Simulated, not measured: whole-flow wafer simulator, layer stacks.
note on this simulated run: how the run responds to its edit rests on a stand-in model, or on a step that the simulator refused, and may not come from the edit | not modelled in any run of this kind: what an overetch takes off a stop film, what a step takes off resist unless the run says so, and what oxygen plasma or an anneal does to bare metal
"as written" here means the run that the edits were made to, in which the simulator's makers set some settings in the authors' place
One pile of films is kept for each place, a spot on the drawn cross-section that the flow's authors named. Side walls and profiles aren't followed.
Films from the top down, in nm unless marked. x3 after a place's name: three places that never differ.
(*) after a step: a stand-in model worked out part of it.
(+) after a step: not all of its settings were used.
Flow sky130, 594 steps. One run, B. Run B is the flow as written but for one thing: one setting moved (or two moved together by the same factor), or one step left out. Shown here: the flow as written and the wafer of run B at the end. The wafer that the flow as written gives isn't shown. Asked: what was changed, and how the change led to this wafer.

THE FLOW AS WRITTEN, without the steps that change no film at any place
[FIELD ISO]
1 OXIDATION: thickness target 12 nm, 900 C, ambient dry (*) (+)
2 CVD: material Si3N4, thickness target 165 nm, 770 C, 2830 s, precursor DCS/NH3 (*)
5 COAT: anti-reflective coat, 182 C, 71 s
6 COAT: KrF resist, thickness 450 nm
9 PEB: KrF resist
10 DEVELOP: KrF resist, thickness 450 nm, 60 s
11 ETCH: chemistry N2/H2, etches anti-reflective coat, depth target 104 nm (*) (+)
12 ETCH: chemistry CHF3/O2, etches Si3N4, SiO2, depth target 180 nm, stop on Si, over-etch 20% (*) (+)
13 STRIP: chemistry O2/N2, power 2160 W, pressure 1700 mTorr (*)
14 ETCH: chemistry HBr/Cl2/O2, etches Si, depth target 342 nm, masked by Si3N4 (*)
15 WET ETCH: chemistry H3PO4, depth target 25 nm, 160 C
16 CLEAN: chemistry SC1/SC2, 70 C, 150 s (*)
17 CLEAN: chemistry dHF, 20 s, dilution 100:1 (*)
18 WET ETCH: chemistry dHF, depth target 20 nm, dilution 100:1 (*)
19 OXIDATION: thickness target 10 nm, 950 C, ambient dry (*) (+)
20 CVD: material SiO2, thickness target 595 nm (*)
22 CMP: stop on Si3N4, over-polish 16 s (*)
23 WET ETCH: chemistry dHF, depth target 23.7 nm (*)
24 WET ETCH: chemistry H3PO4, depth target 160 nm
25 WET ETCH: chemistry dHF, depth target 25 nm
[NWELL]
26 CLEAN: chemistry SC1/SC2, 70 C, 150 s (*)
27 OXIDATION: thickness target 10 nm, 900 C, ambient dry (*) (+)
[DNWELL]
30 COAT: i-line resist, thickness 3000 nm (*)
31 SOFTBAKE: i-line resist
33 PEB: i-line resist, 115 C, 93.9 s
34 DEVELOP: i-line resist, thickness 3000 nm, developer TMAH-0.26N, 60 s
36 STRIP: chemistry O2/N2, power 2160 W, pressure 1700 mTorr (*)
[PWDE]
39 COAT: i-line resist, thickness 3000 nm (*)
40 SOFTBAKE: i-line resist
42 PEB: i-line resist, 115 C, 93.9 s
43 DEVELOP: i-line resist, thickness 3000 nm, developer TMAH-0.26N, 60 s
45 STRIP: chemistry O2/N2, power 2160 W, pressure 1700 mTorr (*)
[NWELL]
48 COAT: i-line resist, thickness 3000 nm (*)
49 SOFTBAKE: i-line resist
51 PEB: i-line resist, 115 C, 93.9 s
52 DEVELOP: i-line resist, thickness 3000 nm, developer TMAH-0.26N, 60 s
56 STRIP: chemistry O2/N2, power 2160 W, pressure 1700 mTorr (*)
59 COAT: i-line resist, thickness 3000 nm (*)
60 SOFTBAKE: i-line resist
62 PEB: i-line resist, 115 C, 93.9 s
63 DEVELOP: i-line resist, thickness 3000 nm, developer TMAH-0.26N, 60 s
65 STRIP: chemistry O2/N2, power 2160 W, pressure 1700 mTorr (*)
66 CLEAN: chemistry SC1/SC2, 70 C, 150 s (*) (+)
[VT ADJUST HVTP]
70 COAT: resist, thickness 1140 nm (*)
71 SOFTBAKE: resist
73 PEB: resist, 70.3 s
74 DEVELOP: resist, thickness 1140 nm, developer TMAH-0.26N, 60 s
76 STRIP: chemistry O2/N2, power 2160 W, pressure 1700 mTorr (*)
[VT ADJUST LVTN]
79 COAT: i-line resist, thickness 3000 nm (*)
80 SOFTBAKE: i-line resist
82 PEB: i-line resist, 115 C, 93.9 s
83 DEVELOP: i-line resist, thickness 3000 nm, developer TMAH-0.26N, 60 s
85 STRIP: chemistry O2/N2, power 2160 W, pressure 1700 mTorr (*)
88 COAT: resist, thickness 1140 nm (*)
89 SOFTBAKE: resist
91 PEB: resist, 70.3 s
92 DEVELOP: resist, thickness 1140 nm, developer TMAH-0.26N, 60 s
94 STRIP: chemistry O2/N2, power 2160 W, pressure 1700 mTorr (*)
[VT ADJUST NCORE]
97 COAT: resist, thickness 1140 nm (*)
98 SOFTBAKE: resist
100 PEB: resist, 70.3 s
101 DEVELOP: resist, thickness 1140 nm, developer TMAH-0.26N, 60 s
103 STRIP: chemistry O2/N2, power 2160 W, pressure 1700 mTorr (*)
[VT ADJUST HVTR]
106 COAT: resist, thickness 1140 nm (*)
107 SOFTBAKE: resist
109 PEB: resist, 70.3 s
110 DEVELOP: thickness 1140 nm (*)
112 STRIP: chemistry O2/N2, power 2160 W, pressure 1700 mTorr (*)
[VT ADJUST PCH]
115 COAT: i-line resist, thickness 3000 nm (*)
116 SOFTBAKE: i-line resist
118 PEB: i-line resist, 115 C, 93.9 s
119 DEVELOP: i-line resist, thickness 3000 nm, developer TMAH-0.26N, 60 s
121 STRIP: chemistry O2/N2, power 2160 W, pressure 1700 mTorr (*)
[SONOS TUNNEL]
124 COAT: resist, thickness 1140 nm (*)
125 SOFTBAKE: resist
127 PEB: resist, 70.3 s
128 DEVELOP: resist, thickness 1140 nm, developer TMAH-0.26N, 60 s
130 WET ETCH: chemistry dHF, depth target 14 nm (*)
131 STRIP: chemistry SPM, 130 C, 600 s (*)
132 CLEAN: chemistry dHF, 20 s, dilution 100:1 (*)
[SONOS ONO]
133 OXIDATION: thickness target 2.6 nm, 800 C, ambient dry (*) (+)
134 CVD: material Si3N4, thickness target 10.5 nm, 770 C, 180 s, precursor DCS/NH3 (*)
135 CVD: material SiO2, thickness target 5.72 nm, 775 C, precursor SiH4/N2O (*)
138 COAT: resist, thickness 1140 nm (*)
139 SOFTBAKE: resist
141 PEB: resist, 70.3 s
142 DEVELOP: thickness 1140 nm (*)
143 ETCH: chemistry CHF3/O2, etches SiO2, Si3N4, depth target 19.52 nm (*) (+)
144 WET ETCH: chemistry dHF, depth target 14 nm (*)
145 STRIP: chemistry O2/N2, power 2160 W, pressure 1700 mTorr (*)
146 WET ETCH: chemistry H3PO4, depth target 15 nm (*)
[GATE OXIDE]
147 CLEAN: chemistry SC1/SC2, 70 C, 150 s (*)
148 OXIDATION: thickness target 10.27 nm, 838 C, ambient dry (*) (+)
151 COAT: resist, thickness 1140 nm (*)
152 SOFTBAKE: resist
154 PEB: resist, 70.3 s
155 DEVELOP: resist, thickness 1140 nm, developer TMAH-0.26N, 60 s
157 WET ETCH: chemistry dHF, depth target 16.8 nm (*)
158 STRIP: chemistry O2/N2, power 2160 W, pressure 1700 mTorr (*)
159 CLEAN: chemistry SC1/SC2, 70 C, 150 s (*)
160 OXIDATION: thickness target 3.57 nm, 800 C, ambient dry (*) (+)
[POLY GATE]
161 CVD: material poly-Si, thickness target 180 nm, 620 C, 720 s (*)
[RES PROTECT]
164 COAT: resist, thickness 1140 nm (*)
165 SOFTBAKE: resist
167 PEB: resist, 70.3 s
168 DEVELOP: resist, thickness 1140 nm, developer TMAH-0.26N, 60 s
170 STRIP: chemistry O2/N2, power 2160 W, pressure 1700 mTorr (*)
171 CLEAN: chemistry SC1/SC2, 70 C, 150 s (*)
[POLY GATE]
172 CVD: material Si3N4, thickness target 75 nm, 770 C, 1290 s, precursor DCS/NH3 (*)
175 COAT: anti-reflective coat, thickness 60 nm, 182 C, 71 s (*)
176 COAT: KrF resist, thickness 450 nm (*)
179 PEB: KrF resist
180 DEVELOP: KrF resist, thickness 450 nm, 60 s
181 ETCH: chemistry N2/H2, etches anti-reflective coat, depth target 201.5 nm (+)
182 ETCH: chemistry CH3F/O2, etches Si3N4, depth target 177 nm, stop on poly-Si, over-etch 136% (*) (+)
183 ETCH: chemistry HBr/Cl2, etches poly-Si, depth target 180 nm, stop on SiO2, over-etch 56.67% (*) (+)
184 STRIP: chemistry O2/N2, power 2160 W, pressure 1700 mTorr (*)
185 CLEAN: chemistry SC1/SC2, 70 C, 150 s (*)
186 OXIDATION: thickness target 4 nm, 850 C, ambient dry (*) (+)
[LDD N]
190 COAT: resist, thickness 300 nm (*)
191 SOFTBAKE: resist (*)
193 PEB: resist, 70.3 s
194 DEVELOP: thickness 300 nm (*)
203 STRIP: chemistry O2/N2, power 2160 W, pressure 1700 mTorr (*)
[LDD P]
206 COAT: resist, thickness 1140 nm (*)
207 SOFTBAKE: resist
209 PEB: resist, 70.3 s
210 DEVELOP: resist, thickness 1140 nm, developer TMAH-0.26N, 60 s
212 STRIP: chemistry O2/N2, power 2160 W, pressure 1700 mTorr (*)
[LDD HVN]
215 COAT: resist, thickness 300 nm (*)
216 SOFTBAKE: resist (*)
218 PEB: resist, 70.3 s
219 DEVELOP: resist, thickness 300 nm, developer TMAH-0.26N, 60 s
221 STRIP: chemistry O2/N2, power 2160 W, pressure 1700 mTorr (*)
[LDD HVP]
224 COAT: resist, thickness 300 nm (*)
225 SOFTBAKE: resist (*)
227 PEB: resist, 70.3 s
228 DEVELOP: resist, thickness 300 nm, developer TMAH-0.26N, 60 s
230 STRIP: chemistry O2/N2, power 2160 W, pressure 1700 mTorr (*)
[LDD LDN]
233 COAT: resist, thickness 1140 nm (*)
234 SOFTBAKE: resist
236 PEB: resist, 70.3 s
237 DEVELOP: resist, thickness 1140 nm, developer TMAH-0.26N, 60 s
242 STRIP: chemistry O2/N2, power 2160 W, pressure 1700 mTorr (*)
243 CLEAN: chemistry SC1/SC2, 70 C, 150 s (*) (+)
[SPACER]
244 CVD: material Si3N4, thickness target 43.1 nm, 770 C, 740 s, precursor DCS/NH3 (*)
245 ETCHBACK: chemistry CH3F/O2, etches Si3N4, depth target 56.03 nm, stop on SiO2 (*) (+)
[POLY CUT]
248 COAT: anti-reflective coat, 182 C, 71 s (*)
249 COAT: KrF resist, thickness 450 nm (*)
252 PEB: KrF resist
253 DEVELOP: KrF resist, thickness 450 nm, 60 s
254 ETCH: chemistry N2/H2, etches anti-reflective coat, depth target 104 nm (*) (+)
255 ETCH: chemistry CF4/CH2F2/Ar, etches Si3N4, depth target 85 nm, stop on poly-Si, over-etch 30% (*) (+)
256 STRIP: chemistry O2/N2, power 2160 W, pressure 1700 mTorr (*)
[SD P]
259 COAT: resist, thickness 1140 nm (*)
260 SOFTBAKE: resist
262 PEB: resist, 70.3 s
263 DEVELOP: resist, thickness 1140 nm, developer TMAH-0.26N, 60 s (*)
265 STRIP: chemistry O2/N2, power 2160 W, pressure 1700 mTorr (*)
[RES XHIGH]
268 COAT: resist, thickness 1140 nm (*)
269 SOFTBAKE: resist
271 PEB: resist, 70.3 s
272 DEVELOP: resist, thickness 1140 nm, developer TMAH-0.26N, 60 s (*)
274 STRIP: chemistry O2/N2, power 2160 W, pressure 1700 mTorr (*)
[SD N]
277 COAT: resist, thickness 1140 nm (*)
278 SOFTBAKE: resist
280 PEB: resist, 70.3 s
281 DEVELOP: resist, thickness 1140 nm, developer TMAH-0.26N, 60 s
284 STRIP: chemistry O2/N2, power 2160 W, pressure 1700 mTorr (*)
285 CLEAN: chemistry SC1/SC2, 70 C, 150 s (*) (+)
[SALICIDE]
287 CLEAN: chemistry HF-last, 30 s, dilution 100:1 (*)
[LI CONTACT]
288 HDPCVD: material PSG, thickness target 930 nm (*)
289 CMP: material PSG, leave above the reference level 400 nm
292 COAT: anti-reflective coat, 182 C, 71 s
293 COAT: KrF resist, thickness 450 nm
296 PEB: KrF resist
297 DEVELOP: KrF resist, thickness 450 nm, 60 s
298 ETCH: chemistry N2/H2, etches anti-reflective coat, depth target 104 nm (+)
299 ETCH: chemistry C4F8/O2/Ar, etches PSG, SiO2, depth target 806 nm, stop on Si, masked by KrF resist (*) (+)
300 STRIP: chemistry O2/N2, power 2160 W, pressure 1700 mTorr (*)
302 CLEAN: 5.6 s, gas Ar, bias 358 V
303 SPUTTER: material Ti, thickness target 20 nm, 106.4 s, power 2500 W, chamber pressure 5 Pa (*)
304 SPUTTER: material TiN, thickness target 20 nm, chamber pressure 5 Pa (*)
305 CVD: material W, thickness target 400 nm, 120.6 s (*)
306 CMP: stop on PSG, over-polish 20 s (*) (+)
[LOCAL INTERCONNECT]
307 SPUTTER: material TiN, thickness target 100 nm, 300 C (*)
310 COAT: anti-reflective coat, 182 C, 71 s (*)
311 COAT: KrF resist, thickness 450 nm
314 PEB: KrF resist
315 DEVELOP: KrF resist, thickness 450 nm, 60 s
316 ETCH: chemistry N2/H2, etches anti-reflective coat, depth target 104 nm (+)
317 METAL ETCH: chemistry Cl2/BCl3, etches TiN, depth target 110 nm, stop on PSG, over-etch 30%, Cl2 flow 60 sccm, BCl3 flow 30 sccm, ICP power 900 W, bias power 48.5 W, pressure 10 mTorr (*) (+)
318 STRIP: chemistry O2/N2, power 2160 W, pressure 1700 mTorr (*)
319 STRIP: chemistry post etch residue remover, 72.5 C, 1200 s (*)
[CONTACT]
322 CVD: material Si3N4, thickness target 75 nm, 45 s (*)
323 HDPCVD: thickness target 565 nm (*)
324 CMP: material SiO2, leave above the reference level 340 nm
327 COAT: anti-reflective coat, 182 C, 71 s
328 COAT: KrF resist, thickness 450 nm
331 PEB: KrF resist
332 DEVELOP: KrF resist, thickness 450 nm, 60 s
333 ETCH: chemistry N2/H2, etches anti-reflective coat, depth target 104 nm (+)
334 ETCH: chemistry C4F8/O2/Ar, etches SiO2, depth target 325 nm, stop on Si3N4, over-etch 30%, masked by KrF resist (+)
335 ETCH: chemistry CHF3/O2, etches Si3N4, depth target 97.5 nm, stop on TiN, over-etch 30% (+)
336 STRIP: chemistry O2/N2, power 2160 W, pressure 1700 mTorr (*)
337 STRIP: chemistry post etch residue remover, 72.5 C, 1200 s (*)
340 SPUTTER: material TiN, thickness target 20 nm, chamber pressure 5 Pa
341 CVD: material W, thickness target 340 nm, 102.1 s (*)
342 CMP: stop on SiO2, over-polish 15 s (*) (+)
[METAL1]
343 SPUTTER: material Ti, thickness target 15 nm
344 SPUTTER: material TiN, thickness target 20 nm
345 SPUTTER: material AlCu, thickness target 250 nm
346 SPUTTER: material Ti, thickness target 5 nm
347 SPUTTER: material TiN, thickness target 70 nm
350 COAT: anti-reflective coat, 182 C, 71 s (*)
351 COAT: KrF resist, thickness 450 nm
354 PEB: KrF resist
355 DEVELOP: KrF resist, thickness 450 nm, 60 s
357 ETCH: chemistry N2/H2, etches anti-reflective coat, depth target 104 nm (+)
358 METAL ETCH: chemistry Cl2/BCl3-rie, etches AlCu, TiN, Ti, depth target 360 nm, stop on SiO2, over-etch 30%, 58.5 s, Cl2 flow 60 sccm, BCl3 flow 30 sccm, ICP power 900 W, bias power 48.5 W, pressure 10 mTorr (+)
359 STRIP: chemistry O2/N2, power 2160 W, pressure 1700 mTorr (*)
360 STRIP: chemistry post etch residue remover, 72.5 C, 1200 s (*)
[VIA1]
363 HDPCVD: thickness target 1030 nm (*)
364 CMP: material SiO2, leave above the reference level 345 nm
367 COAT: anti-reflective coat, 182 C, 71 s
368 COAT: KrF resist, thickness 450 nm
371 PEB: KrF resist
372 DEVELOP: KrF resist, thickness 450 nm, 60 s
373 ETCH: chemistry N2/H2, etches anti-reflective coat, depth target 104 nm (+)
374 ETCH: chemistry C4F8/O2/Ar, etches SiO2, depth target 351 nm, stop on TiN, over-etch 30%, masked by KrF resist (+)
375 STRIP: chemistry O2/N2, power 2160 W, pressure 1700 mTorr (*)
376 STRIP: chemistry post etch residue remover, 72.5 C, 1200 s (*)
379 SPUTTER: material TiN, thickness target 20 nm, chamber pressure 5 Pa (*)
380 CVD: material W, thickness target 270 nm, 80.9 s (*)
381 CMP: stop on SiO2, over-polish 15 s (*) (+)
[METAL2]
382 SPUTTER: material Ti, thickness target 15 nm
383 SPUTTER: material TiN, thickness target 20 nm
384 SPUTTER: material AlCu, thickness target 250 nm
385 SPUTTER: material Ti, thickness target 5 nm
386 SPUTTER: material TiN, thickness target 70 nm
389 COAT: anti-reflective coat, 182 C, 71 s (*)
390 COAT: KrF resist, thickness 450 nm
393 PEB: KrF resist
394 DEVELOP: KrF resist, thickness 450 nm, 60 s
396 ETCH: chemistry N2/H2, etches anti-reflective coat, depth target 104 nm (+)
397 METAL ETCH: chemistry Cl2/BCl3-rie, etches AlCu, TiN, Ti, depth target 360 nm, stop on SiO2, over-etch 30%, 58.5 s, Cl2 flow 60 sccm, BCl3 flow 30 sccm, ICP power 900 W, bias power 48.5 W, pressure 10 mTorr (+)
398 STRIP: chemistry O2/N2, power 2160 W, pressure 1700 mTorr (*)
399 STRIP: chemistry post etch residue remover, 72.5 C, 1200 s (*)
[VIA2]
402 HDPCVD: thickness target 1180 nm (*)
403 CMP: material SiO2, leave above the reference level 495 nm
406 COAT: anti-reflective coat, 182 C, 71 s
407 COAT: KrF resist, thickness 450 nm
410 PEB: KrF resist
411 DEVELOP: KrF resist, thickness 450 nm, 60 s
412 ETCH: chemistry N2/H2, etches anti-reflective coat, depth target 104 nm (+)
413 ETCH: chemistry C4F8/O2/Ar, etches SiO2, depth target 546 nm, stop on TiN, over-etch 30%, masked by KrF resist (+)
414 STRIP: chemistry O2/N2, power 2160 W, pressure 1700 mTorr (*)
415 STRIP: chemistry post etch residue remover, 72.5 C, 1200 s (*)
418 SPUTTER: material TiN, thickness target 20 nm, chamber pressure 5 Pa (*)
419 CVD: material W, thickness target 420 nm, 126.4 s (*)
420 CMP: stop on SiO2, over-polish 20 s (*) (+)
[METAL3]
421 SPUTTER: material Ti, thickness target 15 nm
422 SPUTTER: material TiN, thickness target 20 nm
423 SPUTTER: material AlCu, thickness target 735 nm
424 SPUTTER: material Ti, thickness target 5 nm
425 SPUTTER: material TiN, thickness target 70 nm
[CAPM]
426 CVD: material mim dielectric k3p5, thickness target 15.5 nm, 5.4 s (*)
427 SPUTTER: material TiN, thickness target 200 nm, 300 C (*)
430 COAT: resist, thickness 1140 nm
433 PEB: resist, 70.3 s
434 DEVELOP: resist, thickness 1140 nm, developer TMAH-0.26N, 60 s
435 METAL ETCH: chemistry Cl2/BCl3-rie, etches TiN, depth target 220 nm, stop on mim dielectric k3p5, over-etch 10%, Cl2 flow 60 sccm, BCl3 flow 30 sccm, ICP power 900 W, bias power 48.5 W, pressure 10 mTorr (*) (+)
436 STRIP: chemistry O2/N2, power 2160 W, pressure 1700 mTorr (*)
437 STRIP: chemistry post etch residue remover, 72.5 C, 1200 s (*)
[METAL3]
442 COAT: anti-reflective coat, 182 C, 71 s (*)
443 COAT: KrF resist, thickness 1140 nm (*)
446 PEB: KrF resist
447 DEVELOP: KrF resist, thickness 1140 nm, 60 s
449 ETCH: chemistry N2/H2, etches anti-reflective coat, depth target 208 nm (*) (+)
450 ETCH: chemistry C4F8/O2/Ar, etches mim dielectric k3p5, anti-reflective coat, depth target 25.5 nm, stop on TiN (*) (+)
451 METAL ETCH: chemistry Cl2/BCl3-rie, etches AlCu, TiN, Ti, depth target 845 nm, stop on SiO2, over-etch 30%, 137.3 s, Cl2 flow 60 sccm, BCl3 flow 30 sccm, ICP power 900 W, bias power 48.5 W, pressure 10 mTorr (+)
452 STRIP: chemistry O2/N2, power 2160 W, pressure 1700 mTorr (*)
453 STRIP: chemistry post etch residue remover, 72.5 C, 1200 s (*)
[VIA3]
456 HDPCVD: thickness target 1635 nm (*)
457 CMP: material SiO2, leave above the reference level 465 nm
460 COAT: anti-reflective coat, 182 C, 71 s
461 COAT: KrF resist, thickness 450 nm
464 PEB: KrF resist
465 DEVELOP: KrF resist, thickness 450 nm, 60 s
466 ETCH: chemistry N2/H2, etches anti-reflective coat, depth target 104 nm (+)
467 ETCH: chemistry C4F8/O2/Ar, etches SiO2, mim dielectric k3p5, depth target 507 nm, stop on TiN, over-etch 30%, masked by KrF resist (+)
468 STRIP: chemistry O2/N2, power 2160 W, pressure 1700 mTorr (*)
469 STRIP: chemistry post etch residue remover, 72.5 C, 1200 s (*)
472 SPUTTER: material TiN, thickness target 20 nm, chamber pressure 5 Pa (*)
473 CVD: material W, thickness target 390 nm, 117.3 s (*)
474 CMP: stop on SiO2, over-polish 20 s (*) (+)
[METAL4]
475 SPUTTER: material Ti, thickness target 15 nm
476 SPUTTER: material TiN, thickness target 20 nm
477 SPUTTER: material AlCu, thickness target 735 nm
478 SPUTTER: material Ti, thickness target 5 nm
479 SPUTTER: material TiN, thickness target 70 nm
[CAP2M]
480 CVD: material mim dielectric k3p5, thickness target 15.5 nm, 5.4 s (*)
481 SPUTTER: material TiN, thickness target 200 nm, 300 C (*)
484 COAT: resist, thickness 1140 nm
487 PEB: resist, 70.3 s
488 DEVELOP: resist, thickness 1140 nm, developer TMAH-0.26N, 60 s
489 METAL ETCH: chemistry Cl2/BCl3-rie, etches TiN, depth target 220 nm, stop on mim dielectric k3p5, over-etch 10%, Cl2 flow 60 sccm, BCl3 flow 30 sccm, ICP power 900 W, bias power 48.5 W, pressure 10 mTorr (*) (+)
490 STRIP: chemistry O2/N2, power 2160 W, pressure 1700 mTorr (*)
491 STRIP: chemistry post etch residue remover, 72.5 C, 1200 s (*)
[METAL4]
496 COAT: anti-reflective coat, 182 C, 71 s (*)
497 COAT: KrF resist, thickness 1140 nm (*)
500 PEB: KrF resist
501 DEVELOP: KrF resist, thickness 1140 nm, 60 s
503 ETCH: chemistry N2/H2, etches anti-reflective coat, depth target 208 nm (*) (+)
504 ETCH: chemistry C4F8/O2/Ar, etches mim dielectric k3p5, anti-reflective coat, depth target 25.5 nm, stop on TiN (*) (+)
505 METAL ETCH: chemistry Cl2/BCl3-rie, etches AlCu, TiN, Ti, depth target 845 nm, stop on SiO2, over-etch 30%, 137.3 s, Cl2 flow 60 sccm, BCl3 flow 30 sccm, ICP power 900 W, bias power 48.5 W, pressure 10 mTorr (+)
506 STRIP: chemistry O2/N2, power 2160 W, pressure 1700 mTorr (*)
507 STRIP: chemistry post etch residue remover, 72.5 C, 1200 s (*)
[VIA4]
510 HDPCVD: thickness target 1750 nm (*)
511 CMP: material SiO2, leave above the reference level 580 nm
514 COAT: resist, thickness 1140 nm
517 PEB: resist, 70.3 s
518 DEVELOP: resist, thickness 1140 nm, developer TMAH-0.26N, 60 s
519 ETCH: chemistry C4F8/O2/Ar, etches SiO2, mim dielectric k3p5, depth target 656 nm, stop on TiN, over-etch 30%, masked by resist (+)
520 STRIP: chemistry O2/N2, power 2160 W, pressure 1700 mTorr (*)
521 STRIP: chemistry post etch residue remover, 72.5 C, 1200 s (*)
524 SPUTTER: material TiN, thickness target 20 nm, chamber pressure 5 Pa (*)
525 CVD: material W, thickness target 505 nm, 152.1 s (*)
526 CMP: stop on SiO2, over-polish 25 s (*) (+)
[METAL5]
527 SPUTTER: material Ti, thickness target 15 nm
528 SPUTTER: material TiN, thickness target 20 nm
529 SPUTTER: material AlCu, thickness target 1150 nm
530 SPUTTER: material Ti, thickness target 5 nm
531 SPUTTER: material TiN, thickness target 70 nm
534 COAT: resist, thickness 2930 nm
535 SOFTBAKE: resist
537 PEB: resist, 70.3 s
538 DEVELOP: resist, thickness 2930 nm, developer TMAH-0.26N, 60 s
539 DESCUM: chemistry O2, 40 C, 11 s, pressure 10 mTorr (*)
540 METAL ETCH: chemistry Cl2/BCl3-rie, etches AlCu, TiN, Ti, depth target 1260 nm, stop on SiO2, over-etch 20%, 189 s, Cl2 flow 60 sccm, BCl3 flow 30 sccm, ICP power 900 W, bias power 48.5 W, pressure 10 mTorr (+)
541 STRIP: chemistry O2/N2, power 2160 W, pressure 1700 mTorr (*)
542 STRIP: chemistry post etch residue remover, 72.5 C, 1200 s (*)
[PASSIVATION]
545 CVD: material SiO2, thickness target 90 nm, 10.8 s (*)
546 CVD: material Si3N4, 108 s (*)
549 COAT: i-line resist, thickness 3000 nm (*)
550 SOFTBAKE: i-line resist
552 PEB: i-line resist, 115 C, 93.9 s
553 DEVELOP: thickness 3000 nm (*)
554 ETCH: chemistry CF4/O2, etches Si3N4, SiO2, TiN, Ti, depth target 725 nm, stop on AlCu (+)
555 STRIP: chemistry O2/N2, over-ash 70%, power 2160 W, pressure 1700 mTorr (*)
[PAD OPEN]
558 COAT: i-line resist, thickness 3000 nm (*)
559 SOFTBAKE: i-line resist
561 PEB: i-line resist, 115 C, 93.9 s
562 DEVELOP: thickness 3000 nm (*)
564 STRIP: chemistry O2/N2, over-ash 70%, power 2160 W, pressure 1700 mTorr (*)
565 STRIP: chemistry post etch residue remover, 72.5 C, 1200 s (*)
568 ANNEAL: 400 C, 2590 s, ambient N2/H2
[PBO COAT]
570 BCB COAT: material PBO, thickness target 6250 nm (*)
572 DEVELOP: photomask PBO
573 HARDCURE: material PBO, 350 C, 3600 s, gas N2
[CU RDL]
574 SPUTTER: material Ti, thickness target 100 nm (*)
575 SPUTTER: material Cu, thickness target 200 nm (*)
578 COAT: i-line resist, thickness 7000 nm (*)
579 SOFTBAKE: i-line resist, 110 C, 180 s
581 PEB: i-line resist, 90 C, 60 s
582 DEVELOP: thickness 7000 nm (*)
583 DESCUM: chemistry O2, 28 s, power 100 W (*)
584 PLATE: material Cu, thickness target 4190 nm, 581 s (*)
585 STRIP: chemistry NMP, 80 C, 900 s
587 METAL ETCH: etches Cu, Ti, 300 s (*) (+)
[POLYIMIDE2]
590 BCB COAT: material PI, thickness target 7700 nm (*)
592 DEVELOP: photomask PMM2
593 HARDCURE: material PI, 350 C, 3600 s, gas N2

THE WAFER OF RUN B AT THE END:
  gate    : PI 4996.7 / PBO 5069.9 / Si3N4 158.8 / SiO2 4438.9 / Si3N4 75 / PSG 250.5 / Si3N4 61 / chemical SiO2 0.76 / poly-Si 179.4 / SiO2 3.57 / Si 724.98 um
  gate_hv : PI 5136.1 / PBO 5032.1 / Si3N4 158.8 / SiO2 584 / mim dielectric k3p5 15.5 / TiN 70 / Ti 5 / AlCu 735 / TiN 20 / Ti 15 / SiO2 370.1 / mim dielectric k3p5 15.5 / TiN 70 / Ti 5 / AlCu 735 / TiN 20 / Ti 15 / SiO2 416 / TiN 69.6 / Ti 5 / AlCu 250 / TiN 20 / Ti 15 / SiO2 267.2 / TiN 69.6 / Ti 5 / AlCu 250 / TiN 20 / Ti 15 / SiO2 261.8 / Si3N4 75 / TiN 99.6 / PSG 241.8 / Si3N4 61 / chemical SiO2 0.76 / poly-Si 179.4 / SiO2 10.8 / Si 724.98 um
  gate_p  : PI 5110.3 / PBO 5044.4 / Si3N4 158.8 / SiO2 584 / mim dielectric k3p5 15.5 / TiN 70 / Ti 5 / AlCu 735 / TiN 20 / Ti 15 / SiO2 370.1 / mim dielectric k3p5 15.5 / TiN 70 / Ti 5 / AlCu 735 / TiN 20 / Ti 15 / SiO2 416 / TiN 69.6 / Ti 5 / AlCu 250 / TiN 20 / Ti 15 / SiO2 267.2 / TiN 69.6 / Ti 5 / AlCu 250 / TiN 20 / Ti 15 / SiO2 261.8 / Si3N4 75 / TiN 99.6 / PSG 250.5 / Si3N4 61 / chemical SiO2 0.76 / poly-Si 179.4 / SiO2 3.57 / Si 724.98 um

The cause: step 289, CMP: leave above the reference level 260 nm was run, where the flow has leave above the reference level 400 nm.

How the change led to this, step by step:
  289 CMP: material PSG, leave above the reference level 400 nm
      gate, spacer, gate_p and 34 more: PSG -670 (as written it would be: PSG -530)
      mim, vpp_sp, vpp_ln and 30 more: PSG -473.9 (as written it would be: PSG -333.9)
      (and at 122 more places)
  299 ETCH: chemistry C4F8/O2/Ar, etches PSG, SiO2, depth target 806 nm, stop on Si, masked by KrF resist (*) (+)
      field, active, n_well and 184 more: KrF resist -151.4 (as written it would be: KrF resist -161.2)
      contact, ndiff_licon, ndiff_licon_cpp: PSG -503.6 (all of it), SiO2 -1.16 (all of it) (as written it would be: PSG -643.6 (all of it), SiO2 -1.16 (all of it))
      (and at 2 more places)
  300 STRIP: chemistry O2/N2, power 2160 W, pressure 1700 mTorr (*)
      field, active, n_well and 184 more: KrF resist -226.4 (all of it), anti-reflective coat -80 (all of it) (as written it would be: KrF resist -216.6 (all of it), anti-reflective coat -80 (all of it))
  303 SPUTTER: material Ti, thickness target 20 nm, 106.4 s, power 2500 W, chamber pressure 5 Pa (*)
      ndiff_licon: Ti +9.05 (new film) (as written it would be: Ti +7.24 (new film))
      ndiff_licon_cpp: Ti +8.14 (new film) (as written it would be: Ti +6.53 (new film))
      (and at 1 more place)
  304 SPUTTER: material TiN, thickness target 20 nm, chamber pressure 5 Pa (*)
      ndiff_licon: TiN +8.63 (new film) (as written it would be: TiN +6.83 (new film))
      ndiff_licon_cpp: TiN +7.77 (new film) (as written it would be: TiN +6.17 (new film))
      (and at 1 more place)
  305 CVD: material W, thickness target 400 nm, 120.6 s (*)
      ndiff_licon: W +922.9 (new film) (as written it would be: W +1066.5 (new film))
      ndiff_licon_cpp: W +924.7 (new film) (as written it would be: W +1067.9 (new film))
      (and at 1 more place)
  306 CMP: stop on PSG, over-polish 20 s (*) (+)
      poly_licon: W -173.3 (as written it would be: W -33.3)
